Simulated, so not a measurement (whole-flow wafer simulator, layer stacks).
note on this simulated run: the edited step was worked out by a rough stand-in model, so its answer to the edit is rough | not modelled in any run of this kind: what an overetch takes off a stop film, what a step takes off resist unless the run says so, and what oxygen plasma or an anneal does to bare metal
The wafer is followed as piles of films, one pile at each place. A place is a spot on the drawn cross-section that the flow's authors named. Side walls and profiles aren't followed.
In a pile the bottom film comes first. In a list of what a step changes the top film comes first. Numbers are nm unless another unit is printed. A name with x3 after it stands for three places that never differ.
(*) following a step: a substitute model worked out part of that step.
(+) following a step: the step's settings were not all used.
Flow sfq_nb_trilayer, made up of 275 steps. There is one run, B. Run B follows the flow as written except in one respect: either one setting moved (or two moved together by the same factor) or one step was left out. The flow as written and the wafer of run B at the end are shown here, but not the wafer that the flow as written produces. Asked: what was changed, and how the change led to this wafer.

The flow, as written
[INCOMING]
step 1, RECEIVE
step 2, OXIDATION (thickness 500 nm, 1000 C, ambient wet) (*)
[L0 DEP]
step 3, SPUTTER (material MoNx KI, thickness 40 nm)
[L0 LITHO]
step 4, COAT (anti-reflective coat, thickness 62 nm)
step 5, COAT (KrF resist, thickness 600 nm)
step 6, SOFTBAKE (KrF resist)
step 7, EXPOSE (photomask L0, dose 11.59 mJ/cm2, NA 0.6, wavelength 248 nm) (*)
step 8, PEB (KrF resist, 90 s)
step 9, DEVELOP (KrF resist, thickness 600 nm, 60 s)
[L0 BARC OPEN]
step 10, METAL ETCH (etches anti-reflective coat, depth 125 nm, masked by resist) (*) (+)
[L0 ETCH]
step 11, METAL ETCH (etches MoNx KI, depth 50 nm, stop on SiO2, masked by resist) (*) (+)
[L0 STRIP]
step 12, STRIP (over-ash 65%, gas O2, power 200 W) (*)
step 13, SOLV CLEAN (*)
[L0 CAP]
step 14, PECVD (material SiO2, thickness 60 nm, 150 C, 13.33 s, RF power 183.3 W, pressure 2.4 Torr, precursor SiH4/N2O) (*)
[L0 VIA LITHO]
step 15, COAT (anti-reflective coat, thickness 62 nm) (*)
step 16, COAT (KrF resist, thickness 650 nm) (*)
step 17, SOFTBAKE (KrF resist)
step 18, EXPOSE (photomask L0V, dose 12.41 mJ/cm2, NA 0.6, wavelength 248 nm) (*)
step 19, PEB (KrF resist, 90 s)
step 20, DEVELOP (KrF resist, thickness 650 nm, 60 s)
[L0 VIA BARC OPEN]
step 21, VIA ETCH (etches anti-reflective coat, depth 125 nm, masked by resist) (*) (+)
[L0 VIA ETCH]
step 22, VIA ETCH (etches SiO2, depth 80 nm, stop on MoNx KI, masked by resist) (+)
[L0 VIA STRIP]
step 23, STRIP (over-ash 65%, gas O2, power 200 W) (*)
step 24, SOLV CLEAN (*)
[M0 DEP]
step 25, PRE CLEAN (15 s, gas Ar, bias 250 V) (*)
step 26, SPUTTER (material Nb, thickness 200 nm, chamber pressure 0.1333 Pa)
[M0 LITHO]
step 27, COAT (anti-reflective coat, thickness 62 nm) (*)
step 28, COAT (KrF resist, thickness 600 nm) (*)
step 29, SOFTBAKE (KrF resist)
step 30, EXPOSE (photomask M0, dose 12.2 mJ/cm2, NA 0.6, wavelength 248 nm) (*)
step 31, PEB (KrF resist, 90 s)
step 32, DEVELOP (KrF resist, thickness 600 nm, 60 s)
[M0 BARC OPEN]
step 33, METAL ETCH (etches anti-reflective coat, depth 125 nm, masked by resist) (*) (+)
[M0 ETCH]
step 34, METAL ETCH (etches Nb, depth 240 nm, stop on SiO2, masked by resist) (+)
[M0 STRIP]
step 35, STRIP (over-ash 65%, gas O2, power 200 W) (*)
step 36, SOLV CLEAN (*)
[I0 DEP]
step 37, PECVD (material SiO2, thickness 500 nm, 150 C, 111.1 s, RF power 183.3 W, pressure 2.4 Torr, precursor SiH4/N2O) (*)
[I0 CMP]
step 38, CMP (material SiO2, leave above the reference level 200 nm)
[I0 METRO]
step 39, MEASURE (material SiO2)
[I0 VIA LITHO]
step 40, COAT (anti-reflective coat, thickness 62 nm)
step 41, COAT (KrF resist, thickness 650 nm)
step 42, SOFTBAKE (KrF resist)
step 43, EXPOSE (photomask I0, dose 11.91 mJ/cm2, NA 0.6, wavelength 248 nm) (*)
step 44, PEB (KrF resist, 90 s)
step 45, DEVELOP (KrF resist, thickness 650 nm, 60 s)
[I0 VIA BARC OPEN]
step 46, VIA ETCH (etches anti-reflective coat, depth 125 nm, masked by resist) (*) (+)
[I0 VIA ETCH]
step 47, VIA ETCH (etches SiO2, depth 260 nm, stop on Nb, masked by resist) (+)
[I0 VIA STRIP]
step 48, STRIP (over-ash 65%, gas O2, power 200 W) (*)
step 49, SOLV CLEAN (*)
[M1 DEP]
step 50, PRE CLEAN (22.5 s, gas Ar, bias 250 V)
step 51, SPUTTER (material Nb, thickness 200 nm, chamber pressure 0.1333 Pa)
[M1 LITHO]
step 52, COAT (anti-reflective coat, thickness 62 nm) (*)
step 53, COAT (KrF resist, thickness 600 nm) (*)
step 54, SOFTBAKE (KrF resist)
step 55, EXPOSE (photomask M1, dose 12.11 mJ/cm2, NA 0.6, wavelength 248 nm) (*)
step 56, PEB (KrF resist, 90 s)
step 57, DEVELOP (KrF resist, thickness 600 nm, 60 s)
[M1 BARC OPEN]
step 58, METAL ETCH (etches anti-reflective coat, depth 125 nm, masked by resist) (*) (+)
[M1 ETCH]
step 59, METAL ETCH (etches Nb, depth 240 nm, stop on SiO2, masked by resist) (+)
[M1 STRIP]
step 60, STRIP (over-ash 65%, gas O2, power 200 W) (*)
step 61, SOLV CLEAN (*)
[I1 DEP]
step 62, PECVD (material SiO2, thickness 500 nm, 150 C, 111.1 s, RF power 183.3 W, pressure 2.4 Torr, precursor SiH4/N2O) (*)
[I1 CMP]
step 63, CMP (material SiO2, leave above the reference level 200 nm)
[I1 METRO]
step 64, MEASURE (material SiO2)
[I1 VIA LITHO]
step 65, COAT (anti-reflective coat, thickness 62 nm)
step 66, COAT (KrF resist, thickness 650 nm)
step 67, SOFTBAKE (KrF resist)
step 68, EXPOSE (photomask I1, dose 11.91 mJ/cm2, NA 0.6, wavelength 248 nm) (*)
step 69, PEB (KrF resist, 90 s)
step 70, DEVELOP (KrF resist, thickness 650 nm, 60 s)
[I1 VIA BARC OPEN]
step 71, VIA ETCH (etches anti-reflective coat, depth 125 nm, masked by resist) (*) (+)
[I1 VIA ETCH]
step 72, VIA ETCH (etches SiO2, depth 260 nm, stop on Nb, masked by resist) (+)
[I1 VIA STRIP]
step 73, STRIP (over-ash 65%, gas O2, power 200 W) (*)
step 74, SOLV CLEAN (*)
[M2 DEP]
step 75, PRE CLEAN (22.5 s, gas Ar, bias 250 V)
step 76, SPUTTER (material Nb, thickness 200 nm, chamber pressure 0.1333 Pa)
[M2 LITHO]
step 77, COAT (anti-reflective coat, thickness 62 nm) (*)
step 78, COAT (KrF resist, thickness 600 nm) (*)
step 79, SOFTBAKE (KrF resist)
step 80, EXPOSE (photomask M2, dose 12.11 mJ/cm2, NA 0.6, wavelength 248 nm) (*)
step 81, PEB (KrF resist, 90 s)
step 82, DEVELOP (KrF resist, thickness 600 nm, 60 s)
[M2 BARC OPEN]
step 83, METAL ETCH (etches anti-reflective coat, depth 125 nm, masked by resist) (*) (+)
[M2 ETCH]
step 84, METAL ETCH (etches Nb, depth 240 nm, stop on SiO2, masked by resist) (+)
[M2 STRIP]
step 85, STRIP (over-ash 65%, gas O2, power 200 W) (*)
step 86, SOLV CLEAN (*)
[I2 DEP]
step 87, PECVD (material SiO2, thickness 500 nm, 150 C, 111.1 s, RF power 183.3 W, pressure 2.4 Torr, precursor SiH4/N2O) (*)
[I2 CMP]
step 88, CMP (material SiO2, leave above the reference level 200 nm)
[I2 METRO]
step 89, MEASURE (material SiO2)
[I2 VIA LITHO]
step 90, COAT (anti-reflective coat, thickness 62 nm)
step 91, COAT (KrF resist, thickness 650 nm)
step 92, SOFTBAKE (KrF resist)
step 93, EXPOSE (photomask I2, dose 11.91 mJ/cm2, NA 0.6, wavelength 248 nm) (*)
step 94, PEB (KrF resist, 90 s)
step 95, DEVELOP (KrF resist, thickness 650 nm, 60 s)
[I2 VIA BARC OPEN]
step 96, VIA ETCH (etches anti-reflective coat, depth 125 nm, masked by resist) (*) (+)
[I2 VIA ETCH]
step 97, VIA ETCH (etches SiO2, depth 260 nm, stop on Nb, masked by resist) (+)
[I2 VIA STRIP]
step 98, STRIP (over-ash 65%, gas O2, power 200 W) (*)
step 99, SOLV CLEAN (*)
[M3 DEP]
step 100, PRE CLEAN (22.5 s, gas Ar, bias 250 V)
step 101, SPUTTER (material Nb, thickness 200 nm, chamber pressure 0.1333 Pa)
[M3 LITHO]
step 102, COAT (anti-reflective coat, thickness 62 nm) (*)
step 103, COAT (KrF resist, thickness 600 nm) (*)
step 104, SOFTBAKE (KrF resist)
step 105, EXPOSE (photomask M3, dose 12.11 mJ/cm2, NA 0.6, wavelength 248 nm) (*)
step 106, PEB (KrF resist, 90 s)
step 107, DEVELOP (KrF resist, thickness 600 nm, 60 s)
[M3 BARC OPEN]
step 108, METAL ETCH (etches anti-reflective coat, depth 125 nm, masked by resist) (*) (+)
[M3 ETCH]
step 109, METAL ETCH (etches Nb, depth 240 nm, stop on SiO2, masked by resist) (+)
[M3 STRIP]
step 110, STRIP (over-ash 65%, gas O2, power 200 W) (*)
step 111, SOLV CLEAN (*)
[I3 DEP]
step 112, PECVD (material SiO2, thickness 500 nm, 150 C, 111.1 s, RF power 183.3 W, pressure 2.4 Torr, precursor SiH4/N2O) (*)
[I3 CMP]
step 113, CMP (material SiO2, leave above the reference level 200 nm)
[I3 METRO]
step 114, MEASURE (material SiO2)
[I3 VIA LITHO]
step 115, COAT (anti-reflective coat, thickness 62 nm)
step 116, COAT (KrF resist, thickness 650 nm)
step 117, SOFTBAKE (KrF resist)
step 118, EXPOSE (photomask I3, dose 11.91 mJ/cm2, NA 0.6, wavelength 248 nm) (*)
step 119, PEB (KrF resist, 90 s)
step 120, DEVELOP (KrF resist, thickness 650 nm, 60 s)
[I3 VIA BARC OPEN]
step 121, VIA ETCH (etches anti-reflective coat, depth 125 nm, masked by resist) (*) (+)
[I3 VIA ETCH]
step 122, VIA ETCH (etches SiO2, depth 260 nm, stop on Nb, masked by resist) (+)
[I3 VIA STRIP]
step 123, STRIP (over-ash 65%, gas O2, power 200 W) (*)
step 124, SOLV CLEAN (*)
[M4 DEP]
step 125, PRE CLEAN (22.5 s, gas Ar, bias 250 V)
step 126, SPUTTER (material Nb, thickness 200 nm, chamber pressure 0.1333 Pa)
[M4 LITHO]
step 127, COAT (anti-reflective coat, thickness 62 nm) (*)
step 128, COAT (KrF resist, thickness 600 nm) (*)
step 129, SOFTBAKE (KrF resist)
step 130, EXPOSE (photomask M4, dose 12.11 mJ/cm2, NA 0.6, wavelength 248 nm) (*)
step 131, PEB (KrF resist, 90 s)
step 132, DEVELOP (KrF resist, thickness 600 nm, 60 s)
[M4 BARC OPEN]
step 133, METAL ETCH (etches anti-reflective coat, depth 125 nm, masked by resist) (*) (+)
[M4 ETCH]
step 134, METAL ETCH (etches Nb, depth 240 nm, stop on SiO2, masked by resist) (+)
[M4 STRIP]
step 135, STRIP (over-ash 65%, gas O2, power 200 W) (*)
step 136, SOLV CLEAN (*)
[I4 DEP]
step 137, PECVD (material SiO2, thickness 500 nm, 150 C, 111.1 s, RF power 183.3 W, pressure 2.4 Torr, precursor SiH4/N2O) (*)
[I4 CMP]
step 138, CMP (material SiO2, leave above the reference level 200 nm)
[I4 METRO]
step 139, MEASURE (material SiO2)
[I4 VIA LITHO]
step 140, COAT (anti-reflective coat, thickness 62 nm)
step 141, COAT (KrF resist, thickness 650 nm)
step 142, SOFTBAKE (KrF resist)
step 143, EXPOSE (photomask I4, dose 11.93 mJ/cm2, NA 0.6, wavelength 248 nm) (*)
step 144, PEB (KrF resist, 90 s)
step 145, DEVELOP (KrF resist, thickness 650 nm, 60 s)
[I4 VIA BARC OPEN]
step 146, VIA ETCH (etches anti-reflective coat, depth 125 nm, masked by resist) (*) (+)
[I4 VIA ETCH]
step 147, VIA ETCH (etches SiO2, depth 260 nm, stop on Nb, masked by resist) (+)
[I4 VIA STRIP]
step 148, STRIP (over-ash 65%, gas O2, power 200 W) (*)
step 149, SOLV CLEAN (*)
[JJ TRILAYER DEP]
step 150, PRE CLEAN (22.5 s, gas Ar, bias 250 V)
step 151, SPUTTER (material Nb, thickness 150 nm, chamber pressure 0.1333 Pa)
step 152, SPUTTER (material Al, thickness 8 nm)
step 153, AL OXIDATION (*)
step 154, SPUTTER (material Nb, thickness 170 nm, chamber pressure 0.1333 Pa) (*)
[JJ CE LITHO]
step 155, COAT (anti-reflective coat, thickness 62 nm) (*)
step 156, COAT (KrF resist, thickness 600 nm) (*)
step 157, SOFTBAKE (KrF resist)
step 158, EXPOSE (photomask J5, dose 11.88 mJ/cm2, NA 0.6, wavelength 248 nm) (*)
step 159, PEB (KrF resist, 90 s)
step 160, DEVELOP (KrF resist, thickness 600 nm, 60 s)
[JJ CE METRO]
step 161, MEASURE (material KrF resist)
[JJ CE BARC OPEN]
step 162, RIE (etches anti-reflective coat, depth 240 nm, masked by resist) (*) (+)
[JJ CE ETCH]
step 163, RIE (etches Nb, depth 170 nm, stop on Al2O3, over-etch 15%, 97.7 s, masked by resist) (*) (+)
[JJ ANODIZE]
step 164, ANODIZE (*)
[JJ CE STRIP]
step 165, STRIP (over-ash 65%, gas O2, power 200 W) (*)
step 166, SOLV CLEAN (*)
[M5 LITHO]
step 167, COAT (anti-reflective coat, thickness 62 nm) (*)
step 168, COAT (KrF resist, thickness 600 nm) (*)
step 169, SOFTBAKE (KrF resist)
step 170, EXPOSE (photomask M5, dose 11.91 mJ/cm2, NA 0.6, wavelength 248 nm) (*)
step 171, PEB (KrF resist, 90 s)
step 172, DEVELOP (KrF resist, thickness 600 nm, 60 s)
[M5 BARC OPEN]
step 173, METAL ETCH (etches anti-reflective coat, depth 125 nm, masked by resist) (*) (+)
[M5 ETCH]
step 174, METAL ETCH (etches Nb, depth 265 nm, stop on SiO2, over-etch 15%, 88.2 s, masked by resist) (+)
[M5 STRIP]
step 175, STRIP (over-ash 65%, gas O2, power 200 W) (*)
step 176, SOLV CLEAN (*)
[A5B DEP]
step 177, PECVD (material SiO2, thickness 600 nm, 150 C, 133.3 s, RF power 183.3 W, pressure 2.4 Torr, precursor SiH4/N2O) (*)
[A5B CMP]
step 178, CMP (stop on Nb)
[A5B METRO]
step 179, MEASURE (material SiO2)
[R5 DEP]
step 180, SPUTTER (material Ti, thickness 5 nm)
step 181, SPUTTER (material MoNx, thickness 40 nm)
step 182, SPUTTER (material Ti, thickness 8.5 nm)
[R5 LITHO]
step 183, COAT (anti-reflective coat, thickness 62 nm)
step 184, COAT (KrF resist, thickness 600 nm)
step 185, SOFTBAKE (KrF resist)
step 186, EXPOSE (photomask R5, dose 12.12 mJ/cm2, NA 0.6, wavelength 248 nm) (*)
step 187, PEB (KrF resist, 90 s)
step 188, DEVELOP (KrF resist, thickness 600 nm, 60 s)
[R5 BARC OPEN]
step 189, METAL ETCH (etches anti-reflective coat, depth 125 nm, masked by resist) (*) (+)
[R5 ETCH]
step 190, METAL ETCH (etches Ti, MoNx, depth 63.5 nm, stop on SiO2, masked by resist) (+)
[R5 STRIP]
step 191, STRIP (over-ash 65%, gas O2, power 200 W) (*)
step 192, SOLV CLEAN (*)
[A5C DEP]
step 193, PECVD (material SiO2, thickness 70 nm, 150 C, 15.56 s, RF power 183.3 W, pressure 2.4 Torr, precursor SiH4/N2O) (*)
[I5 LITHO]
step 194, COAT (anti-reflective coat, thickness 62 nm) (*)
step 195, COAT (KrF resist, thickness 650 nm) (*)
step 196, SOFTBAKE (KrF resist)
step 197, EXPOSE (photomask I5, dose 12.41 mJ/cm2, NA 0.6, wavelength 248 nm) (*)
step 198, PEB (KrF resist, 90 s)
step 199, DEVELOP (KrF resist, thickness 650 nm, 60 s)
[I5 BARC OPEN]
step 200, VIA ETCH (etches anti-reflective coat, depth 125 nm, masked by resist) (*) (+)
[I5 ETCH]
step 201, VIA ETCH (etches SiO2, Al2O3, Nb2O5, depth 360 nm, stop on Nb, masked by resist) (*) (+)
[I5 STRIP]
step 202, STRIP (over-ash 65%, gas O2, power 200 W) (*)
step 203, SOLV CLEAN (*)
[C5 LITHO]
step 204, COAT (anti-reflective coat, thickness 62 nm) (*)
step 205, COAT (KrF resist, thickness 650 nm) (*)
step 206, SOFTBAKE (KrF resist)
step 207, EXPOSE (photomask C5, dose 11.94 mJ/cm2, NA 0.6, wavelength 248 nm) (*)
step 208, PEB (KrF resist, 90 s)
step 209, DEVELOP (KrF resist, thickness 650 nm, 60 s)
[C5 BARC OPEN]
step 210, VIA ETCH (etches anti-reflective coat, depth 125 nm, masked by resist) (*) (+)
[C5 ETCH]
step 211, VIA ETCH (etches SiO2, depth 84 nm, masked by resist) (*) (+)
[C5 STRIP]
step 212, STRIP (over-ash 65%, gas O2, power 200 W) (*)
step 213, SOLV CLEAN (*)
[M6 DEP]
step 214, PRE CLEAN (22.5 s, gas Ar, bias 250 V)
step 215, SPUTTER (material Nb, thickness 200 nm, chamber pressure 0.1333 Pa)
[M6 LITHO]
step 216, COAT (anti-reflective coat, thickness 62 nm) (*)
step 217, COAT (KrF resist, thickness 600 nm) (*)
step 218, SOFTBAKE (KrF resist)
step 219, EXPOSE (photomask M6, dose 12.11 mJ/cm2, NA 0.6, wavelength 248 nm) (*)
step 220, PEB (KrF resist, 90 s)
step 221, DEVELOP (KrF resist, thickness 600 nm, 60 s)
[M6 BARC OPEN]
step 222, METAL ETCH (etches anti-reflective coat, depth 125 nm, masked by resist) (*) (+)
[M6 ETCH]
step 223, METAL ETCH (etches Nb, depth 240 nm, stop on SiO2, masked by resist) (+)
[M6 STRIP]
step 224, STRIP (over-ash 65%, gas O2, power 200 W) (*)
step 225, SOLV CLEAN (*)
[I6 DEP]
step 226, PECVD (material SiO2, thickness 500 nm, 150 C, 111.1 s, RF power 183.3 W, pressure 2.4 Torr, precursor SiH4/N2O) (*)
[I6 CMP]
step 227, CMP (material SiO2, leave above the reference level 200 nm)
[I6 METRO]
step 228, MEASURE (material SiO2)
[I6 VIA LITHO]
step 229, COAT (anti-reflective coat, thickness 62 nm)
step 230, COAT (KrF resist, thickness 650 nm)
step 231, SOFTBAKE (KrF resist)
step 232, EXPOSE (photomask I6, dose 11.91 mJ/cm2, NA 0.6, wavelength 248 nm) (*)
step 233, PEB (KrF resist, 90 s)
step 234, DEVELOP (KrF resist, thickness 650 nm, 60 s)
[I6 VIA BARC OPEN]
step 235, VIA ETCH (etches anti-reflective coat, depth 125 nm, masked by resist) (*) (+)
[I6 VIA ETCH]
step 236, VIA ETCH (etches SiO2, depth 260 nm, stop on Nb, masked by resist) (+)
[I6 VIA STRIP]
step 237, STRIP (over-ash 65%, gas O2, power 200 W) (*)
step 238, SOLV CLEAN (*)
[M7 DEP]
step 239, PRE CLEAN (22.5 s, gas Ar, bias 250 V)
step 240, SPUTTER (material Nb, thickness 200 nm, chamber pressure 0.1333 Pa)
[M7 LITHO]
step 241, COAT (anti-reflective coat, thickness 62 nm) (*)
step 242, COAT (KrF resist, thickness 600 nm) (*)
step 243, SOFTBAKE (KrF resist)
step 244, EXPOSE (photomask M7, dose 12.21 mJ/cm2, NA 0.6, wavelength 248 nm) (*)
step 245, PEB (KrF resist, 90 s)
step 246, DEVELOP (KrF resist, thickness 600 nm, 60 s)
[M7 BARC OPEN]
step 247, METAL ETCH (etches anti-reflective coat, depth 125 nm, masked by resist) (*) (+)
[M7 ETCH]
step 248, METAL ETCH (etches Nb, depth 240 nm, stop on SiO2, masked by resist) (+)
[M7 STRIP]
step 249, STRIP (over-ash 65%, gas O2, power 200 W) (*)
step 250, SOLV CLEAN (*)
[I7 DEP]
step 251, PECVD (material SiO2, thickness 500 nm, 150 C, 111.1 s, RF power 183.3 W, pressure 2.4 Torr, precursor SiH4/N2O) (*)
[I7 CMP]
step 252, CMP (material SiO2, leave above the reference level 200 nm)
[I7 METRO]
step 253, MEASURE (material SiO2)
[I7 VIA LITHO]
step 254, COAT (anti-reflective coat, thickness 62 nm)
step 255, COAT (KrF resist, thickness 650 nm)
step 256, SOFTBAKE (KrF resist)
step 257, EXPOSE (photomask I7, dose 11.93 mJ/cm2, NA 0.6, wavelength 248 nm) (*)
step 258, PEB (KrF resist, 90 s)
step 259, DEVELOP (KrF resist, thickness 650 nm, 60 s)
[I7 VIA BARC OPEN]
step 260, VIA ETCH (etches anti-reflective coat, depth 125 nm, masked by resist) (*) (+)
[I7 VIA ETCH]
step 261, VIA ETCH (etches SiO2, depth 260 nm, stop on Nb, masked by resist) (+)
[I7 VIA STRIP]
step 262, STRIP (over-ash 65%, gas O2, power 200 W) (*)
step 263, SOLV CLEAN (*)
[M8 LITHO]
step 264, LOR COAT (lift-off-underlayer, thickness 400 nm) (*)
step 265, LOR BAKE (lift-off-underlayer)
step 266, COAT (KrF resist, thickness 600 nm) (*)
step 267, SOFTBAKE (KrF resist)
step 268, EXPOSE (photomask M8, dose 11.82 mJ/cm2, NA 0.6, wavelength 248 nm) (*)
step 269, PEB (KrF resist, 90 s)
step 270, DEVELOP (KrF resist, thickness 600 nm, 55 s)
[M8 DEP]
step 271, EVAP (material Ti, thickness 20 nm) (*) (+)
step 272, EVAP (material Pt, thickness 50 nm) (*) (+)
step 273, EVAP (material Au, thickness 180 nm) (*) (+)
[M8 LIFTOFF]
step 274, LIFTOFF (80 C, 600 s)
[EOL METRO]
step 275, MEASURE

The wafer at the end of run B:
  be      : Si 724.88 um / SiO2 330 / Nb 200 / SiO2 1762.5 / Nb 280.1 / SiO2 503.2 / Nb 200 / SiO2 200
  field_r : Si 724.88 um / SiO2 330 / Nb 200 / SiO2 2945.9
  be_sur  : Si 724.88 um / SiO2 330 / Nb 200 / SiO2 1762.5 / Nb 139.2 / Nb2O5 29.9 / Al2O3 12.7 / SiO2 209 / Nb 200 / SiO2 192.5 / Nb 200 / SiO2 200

The reason: step 2, OXIDATION: thickness 275 nm was run, though the flow has thickness 500 nm.

The path from the change to this, step by step:
  step 2, OXIDATION (thickness 500 nm, 1000 C, ambient wet) (*)
      field_l, v_sur, via_wl and 103 more: SiO2 gains 275 (new film), chemical SiO2 loses 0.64 (all of it), Si loses 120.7 (it would be, as written: SiO2 gains 500 (new film), chemical SiO2 loses 0.64 (all of it), Si loses 219.7)
